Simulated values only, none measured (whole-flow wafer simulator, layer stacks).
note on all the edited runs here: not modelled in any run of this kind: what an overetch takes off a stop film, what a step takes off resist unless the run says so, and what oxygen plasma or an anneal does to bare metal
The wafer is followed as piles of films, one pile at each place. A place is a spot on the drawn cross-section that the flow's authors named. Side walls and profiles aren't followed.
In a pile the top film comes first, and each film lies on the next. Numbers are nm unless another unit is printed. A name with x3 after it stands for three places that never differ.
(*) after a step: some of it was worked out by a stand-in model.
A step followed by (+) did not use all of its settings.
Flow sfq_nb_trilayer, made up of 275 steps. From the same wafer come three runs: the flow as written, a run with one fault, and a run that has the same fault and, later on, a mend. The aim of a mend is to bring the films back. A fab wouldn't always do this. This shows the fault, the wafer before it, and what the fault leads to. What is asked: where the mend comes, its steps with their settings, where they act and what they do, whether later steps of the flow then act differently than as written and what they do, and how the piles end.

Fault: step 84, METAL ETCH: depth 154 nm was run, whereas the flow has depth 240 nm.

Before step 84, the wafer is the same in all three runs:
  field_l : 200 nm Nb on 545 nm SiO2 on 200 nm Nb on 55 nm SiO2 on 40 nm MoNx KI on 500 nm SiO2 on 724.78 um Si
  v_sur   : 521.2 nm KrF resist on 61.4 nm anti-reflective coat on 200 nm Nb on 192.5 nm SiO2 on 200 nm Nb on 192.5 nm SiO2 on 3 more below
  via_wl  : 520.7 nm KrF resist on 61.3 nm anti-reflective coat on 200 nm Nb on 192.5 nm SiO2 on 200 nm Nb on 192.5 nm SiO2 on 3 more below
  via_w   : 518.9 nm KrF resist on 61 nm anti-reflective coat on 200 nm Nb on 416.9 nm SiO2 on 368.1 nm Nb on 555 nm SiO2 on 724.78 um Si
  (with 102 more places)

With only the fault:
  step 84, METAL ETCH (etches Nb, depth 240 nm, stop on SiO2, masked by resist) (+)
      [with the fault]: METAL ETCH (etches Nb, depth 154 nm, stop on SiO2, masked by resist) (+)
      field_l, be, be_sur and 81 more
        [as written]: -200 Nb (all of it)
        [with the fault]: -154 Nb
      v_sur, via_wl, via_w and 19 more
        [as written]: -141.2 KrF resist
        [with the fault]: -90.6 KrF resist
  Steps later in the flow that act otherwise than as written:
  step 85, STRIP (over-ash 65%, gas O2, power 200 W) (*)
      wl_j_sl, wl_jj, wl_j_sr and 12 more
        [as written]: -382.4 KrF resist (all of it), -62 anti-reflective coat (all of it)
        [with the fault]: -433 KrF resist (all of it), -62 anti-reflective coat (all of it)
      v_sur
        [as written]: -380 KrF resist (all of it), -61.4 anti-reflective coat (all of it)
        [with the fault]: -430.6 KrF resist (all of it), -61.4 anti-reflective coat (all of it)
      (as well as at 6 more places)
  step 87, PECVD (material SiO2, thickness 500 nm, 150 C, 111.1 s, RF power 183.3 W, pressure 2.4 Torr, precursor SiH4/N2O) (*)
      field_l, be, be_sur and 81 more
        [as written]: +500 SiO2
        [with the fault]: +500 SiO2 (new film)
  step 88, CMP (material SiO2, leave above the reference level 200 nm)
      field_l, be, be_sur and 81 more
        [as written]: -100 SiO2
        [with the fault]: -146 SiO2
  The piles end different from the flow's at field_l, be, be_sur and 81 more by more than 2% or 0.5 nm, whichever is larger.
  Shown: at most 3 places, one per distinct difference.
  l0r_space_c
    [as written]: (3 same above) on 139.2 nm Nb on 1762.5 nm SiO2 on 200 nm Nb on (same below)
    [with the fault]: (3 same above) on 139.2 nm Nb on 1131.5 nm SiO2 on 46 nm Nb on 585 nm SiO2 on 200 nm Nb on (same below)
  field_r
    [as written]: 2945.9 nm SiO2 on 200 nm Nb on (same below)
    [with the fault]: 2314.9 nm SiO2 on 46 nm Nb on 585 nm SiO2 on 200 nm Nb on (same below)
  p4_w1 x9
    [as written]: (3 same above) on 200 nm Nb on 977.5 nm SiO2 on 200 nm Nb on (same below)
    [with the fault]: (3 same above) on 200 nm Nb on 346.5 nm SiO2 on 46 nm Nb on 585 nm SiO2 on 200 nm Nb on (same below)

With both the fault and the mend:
  The mend follows step 84.
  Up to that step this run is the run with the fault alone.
  step 84a, METAL ETCH (etches Nb, depth 86 nm, stop on SiO2, masked by resist) (+) (the flow's step 84 again, with other settings)
      field_l, be, be_sur and 81 more
        -46 Nb (all of it)
      v_sur, via_wl, via_w and 19 more
        -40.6 KrF resist
  Steps later in the flow that act otherwise than as written:
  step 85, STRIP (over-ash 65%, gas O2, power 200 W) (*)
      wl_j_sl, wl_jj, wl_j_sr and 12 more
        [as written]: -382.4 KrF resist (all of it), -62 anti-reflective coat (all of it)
        [with the mend]: -392.4 KrF resist (all of it), -62 anti-reflective coat (all of it)
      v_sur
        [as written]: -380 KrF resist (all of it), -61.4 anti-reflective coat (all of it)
        [with the mend]: -390 KrF resist (all of it), -61.4 anti-reflective coat (all of it)
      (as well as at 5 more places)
  By the end, the piles equal the flow's at every place that both follow.
